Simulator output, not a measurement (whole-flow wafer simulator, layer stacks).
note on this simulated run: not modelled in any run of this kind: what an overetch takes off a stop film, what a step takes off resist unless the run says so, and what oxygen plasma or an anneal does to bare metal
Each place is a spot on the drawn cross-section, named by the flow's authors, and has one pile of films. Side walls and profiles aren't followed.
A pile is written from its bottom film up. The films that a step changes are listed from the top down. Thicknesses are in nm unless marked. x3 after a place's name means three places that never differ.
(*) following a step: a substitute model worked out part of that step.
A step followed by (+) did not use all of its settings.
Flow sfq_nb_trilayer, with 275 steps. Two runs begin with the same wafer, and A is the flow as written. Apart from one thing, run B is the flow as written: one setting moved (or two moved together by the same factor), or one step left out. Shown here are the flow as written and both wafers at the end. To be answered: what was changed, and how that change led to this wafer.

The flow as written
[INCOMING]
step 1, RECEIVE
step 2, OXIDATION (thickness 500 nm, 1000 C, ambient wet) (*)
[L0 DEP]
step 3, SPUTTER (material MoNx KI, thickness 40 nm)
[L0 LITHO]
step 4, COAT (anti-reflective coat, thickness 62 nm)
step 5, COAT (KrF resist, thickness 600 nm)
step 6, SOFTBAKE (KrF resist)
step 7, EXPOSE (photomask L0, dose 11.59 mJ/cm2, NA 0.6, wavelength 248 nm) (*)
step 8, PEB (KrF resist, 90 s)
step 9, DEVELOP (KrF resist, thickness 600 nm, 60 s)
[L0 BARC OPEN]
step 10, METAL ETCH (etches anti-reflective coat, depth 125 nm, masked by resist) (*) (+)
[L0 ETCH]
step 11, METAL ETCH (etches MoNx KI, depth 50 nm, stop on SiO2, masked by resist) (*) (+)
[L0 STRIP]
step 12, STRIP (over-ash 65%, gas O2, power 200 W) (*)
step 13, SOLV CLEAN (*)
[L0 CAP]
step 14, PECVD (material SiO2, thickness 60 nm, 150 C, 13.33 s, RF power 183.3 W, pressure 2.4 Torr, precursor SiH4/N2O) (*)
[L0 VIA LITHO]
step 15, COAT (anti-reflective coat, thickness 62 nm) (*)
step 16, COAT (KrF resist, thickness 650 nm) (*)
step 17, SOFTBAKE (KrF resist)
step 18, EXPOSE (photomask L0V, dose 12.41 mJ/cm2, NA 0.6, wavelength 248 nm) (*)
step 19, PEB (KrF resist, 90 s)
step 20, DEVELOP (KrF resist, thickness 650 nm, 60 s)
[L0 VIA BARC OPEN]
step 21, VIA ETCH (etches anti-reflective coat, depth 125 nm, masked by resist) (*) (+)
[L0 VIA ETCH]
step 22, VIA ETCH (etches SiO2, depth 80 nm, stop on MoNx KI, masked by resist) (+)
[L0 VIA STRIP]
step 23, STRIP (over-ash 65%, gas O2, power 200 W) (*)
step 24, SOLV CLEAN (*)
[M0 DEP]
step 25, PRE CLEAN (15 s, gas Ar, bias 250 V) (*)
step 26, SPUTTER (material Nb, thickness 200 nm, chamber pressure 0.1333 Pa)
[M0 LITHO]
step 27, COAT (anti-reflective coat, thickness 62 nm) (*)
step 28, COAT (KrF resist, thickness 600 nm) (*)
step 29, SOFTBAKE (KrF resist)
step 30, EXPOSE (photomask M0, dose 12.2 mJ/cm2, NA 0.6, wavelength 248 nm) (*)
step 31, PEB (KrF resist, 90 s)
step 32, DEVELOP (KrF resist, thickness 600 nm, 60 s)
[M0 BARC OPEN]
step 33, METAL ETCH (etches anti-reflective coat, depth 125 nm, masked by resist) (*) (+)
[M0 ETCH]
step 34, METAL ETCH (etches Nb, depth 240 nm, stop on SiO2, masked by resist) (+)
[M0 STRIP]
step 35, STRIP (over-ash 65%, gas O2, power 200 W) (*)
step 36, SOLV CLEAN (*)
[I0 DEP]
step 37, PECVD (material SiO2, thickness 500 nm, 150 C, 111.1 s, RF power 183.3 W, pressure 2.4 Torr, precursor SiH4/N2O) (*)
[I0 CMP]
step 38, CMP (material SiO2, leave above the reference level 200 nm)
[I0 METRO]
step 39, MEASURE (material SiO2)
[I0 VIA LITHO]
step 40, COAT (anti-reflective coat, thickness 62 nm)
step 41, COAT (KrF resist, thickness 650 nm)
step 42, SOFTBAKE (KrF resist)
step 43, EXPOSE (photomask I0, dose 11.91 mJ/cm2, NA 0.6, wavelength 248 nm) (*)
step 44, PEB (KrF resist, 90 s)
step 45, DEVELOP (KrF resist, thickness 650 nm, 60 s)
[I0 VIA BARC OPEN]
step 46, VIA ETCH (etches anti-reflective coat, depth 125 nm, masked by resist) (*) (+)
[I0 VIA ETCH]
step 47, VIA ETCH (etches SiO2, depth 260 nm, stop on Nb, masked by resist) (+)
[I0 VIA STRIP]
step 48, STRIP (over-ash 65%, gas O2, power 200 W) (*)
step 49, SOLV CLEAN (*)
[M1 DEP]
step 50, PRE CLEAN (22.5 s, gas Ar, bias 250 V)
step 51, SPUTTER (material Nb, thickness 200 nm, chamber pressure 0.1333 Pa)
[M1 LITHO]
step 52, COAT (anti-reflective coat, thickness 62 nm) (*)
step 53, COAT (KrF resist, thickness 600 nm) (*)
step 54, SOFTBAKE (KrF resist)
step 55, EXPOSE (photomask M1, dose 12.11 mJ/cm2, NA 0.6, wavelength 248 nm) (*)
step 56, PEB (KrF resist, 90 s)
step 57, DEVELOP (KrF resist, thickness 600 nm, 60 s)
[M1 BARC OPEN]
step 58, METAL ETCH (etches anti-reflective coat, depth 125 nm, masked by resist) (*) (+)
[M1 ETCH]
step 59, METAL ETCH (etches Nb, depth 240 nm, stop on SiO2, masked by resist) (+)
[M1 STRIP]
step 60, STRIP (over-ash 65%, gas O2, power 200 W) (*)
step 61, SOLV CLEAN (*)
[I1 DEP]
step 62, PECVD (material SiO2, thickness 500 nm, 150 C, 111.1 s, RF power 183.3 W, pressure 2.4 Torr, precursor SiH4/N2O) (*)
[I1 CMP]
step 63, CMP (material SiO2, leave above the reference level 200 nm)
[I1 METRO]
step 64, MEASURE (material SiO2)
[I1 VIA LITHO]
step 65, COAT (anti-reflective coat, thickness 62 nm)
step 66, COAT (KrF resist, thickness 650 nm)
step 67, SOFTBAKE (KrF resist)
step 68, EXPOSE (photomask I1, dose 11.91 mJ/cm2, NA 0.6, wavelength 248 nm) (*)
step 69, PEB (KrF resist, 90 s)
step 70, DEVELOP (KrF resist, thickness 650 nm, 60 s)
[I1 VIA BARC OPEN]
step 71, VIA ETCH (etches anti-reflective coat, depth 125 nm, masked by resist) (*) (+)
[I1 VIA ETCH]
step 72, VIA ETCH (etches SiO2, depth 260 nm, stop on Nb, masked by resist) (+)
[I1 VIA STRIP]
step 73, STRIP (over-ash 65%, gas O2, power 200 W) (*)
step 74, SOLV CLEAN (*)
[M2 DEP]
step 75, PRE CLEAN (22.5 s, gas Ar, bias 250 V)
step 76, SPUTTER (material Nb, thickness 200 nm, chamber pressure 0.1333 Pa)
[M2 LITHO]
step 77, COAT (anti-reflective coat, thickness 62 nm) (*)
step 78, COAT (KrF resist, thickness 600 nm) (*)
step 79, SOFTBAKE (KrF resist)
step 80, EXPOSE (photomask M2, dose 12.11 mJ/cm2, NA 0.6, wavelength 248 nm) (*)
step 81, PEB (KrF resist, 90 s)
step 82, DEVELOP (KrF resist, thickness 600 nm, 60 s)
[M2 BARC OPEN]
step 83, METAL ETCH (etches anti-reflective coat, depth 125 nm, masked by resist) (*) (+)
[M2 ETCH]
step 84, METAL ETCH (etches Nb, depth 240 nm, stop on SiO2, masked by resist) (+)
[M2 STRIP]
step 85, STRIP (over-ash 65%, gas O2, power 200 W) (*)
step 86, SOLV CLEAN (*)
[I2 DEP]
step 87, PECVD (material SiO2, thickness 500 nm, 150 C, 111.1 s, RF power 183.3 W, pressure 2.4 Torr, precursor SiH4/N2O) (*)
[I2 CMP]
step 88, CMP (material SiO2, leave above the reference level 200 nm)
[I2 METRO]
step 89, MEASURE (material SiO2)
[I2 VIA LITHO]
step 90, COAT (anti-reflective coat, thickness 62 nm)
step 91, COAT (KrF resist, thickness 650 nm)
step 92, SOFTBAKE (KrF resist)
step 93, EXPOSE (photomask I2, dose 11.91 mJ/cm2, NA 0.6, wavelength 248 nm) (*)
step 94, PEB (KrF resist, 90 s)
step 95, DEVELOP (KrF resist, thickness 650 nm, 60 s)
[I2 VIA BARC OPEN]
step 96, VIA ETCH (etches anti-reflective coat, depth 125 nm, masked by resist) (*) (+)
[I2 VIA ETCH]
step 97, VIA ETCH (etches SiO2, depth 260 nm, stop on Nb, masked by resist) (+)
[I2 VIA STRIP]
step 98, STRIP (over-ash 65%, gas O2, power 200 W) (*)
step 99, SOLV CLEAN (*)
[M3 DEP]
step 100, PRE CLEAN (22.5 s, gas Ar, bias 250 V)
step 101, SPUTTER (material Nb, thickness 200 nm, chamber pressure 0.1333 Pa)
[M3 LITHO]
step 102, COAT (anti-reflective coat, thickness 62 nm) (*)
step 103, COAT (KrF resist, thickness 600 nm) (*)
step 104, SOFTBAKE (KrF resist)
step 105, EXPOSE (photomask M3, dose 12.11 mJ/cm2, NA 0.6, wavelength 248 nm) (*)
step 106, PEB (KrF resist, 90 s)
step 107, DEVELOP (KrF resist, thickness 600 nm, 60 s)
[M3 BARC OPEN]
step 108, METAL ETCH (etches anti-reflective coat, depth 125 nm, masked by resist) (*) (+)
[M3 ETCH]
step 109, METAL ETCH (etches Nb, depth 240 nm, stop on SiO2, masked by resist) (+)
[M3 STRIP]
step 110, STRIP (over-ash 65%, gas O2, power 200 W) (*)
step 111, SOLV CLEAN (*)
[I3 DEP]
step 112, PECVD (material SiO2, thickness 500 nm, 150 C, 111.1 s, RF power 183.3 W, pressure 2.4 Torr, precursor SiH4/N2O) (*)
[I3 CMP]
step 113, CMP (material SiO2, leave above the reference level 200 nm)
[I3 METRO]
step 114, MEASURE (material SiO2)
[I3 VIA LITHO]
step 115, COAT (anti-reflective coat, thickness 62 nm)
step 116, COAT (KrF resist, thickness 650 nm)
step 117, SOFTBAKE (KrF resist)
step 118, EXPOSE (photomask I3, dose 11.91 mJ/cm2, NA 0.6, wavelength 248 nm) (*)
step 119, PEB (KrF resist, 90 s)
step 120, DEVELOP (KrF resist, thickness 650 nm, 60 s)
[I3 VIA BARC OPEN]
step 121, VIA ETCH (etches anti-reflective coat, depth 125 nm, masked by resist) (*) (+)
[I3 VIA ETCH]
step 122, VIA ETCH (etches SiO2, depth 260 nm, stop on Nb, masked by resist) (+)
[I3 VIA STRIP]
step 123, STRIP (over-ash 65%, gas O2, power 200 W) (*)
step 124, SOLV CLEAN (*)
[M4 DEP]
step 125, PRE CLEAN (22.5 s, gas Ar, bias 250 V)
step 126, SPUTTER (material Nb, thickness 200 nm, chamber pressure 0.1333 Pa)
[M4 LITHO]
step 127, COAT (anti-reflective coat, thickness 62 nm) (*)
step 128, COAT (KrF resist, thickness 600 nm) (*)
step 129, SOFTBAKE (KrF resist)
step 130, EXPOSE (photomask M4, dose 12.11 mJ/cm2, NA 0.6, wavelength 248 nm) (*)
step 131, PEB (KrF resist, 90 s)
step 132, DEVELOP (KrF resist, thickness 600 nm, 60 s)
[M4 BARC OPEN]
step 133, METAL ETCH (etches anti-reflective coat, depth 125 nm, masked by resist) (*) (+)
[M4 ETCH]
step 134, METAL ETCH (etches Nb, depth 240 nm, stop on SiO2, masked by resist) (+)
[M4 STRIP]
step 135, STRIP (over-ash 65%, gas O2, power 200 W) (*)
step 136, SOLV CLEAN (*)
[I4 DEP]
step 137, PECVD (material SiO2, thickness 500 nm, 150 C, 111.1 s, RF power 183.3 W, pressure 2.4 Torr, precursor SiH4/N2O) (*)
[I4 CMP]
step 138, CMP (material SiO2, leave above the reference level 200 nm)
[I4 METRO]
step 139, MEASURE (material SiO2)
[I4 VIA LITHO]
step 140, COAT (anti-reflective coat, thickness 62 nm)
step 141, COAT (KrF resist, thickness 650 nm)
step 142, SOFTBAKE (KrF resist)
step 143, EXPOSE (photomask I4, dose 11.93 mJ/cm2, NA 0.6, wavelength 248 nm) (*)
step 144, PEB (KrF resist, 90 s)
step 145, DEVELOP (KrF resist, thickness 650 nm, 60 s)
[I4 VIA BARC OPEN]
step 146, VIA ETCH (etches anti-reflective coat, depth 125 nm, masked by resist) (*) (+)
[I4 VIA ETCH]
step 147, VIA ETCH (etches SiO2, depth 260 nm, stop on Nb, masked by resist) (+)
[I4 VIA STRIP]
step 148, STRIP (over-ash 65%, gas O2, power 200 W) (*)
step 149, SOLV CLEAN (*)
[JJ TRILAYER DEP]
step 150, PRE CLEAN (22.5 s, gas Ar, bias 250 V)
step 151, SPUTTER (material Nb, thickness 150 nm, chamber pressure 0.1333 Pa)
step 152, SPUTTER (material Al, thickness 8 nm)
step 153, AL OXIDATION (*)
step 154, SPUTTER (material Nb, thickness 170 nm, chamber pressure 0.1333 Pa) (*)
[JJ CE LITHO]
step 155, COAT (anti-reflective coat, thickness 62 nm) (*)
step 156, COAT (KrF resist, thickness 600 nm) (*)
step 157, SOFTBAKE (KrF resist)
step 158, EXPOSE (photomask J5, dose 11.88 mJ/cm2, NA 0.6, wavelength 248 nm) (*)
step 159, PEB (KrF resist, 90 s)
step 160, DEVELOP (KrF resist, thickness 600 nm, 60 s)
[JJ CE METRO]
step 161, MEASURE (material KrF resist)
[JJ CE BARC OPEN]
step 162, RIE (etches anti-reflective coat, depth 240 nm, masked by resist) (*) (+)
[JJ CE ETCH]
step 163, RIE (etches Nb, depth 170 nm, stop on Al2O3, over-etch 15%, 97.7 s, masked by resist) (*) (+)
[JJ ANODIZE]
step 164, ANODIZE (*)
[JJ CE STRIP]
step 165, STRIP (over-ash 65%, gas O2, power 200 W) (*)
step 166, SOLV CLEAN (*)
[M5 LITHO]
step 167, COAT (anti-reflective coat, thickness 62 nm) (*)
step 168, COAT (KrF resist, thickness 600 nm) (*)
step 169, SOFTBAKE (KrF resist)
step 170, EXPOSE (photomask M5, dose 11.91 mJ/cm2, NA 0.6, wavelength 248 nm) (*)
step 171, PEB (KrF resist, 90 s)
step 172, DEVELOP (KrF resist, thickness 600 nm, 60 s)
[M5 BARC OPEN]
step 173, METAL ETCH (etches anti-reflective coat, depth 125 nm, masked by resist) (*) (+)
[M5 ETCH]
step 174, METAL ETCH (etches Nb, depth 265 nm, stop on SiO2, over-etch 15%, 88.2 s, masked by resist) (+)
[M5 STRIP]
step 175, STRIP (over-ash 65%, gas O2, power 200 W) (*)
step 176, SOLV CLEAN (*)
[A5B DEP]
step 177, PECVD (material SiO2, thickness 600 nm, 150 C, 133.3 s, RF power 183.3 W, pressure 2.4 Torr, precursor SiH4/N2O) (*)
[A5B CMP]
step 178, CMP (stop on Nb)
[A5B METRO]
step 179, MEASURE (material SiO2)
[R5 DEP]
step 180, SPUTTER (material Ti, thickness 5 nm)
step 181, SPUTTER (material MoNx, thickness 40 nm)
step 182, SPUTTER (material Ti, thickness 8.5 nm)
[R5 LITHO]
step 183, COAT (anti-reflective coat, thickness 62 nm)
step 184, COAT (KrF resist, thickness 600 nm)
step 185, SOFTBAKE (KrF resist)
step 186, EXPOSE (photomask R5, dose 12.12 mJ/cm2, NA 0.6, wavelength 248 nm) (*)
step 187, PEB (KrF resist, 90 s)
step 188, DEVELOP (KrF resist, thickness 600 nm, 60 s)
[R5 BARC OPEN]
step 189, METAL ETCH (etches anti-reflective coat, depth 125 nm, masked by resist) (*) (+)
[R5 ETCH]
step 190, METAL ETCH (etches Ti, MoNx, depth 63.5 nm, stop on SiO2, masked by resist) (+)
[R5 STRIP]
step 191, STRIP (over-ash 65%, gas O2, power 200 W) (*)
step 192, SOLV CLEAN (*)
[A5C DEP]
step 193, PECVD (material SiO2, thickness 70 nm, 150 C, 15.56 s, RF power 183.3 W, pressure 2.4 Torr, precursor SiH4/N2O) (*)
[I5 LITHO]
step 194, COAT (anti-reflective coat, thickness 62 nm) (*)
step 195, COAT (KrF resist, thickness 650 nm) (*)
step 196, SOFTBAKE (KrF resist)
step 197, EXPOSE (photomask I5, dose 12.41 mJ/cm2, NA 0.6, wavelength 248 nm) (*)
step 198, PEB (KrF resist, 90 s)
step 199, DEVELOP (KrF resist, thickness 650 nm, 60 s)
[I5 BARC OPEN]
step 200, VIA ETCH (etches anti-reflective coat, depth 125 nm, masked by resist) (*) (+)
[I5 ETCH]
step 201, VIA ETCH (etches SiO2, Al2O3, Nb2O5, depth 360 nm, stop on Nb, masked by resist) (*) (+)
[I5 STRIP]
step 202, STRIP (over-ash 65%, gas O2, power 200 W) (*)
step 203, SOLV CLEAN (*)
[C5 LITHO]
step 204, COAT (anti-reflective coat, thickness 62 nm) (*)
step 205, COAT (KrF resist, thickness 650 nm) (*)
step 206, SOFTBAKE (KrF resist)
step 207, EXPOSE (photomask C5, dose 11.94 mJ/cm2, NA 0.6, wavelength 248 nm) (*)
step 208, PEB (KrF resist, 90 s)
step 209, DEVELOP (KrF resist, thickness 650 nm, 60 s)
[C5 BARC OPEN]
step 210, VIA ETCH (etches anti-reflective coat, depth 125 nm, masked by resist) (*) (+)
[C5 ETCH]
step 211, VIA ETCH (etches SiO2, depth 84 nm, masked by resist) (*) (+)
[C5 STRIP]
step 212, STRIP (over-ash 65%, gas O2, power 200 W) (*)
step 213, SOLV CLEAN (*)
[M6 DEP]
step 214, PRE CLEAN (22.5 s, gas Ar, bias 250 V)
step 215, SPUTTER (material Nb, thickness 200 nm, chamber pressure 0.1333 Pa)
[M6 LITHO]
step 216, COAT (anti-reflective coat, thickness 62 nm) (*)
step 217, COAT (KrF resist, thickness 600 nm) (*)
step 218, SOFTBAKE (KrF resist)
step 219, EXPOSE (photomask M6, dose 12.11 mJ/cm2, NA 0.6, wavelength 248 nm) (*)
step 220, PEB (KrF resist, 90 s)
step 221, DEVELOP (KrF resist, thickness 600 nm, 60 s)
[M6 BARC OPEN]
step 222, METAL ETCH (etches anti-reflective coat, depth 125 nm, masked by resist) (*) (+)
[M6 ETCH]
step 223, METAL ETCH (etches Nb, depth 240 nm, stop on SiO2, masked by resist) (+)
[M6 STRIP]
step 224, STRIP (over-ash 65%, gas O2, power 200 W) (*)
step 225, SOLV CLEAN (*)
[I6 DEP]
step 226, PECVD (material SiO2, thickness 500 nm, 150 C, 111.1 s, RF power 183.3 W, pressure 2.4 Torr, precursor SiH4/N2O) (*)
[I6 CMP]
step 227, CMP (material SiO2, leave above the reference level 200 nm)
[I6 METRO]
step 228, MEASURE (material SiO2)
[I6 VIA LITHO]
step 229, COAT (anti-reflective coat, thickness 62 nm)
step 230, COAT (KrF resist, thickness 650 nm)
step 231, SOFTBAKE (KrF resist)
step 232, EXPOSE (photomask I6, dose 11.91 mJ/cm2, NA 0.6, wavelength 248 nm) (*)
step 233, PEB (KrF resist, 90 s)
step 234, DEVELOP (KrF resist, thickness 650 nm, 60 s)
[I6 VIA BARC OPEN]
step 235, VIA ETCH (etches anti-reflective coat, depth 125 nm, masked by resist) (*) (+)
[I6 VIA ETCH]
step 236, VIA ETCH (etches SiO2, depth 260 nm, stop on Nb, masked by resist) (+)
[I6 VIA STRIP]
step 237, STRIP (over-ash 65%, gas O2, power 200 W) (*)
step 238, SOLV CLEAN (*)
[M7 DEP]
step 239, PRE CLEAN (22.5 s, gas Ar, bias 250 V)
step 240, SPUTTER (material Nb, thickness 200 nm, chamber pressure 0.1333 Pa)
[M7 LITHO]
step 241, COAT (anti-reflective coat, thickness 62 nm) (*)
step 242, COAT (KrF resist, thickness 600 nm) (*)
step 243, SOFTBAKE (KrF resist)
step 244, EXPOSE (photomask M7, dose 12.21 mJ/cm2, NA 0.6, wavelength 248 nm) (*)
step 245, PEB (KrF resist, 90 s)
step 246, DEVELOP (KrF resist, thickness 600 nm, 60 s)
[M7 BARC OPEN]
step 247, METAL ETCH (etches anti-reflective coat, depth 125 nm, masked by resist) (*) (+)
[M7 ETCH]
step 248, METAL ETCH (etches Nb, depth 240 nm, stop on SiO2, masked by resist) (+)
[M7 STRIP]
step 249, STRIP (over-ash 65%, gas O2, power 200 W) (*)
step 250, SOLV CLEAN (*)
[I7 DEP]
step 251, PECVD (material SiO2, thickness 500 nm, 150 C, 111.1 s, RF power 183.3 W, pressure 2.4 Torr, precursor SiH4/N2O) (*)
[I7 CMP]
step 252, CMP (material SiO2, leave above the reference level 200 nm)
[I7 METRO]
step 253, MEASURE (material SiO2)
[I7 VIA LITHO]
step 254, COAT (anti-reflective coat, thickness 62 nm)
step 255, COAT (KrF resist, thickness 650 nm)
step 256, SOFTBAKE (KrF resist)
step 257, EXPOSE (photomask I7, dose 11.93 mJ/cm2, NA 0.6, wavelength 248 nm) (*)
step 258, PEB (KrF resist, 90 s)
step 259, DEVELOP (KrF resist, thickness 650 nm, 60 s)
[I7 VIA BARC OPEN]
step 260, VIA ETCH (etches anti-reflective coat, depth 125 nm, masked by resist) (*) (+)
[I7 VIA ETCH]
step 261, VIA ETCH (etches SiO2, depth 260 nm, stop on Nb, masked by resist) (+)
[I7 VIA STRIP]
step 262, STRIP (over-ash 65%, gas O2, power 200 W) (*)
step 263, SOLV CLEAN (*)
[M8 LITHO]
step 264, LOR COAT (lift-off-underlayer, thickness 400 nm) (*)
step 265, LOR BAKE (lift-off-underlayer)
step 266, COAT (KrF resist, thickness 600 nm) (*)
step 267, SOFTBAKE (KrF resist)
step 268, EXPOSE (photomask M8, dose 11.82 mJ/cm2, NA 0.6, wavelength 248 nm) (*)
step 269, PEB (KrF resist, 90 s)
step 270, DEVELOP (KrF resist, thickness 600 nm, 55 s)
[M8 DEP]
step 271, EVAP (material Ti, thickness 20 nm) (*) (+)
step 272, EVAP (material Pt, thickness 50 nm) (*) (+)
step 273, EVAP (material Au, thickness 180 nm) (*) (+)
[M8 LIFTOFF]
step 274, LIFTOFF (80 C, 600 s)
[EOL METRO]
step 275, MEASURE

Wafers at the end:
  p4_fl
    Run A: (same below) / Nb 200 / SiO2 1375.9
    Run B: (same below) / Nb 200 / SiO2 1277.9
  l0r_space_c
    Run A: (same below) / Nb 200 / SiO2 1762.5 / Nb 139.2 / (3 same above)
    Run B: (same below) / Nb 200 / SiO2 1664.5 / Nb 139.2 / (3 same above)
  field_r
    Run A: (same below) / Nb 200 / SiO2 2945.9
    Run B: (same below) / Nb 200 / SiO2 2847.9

The reason: step 138, CMP: leave above the reference level 102 nm was run, whereas the flow has leave above the reference level 200 nm.

The path from the change to this, step by step:
  step 138, CMP (material SiO2, leave above the reference level 200 nm)
      field_l, be, be_sur and 55 more: A SiO2 loses 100 | B SiO2 loses 198
      v_sur, via_wl, via_w and 35 more: A SiO2 loses 300 | B SiO2 loses 398
      (and at 10 other places as well)
  step 147, VIA ETCH (etches SiO2, depth 260 nm, stop on Nb, masked by resist) (+)
      field_l, v_sur, via_sp and 100 more: A KrF resist loses 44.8 | B KrF resist loses 26.3
      via_wl, via_w, via_wr: A SiO2 loses 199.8 (all of it) | B SiO2 loses 101.8 (all of it)
  step 148, STRIP (over-ash 65%, gas O2, power 200 W) (*)
      field_l, v_sur, via_sp and 100 more: A KrF resist loses 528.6 (all of it), anti-reflective coat loses 62 (all of it) | B KrF resist loses 547.1 (all of it), anti-reflective coat loses 62 (all of it)
  step 151, SPUTTER (material Nb, thickness 150 nm, chamber pressure 0.1333 Pa)
      via_wl, via_w, via_wr: A Nb gains 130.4 | B Nb gains 141.9
  step 152, SPUTTER (material Al, thickness 8 nm)
      via_wl, via_wr: A Al gains 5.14 (new film) | B Al gains 6.31 (new film)
      via_w: A Al gains 7.12 (new film) | B Al gains 7.87 (new film)
  step 154, SPUTTER (material Nb, thickness 170 nm, chamber pressure 0.1333 Pa) (*)
      via_wl, via_wr: A Nb gains 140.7 (new film) | B Nb gains 129.8 (new film)
      via_w: A Nb gains 141 (new film) | B Nb gains 167.9 (new film)
  step 155, COAT (anti-reflective coat, thickness 62 nm) (*)
      via_wl, via_wr: A anti-reflective coat gains 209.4 (new film) | B anti-reflective coat gains 162.9 (new film)
      v_sur: A anti-reflective coat gains 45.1 (new film) | B anti-reflective coat gains 50.1 (new film)
      (and at 2 other places as well)
  step 156, COAT (KrF resist, thickness 600 nm) (*)
      via_wl: A KrF resist gains 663 (new film) | B KrF resist gains 631.8 (new film)
      via_w: A KrF resist gains 763.8 (new film) | B KrF resist gains 664.5 (new film)
      (and at 1 other place as well)
  step 160, DEVELOP (KrF resist, thickness 600 nm, 60 s)
      via_wl: A KrF resist loses 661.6 (all of it) | B KrF resist loses 630.5 (all of it)
      via_w: A KrF resist loses 762.1 (all of it) | B KrF resist loses 663.1 (all of it)
      (and at 1 other place as well)
  step 162, RIE (etches anti-reflective coat, depth 240 nm, masked by resist) (*) (+)
      ce_l, c5j, ce_r, wl_jj: A KrF resist loses 209.4 | B KrF resist loses 162.9
      via_wl, via_wr: A anti-reflective coat loses 209.4 (all of it) | B anti-reflective coat loses 162.9 (all of it)
      (and at 3 other places as well)
  step 163, RIE (etches Nb, depth 170 nm, stop on Al2O3, over-etch 15%, 97.7 s, masked by resist) (*) (+)
      via_w: A Nb loses 141 (all of it), Al2O3 loses 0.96 (all of it) | B Nb loses 167.9 (all of it), Al2O3 loses 0.55
      via_wl, via_wr: A Nb loses 140.7 (all of it), Al2O3 loses 0.96 (all of it) | B Nb loses 129.8 (all of it), Al2O3 loses 0.96 (all of it)
  step 164, ANODIZE (*)
      via_w: A Al2O3 gains 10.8 (new film), Nb2O5 gains 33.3 (new film), Al loses 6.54 (all of it), Nb loses 12 | B Al2O3 gains 12, Nb2O5 gains 30.4 (new film), Al loses 7.29 (all of it), Nb loses 10.9
      via_wl, via_wr: A Al2O3 gains 7.52 (new film), Nb2O5 gains 39.2 (new film), Al loses 4.56 (all of it), Nb loses 14.1 | B Al2O3 gains 9.45 (new film), Nb2O5 gains 35.7 (new film), Al loses 5.73 (all of it), Nb loses 12.9
  step 165, STRIP (over-ash 65%, gas O2, power 200 W) (*)
      c5j, ce_r: A KrF resist loses 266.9 (all of it), anti-reflective coat loses 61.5 (all of it) | B KrF resist loses 314 (all of it), anti-reflective coat loses 61.8 (all of it)
      ce_l: A KrF resist loses 266.8 (all of it), anti-reflective coat loses 61.4 (all of it) | B KrF resist loses 313.9 (all of it), anti-reflective coat loses 61.7 (all of it)
      (and at 1 other place as well)
  step 167, COAT (anti-reflective coat, thickness 62 nm) (*)
      v_sur: A anti-reflective coat gains 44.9 (new film) | B anti-reflective coat gains 47.2 (new film)
      via_wl: A anti-reflective coat gains 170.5 (new film) | B anti-reflective coat gains 104.4 (new film)
      (and at 3 other places as well)
  step 168, COAT (KrF resist, thickness 600 nm) (*)
      v_sur: A KrF resist gains 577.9 (new film) | B KrF resist gains 593.9 (new film)
      via_wl: A KrF resist gains 656 (new film) | B KrF resist gains 638.2 (new film)
      (and at 3 other places as well)
  step 175, STRIP (over-ash 65%, gas O2, power 200 W) (*)
      v_sur: A KrF resist loses 349.2 (all of it), anti-reflective coat loses 44.9 (all of it) | B KrF resist loses 365 (all of it), anti-reflective coat loses 47.2 (all of it)
      via_wl: A KrF resist loses 427 (all of it), anti-reflective coat loses 170.5 (all of it) | B KrF resist loses 409.2 (all of it), anti-reflective coat loses 104.4 (all of it)
      (and at 3 other places as well)
  step 178, CMP (stop on Nb)
      via_wl, via_wr: A SiO2 loses 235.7 | B SiO2 loses 344.9
      via_w: A SiO2 loses 235.2 | B SiO2 loses 344.5
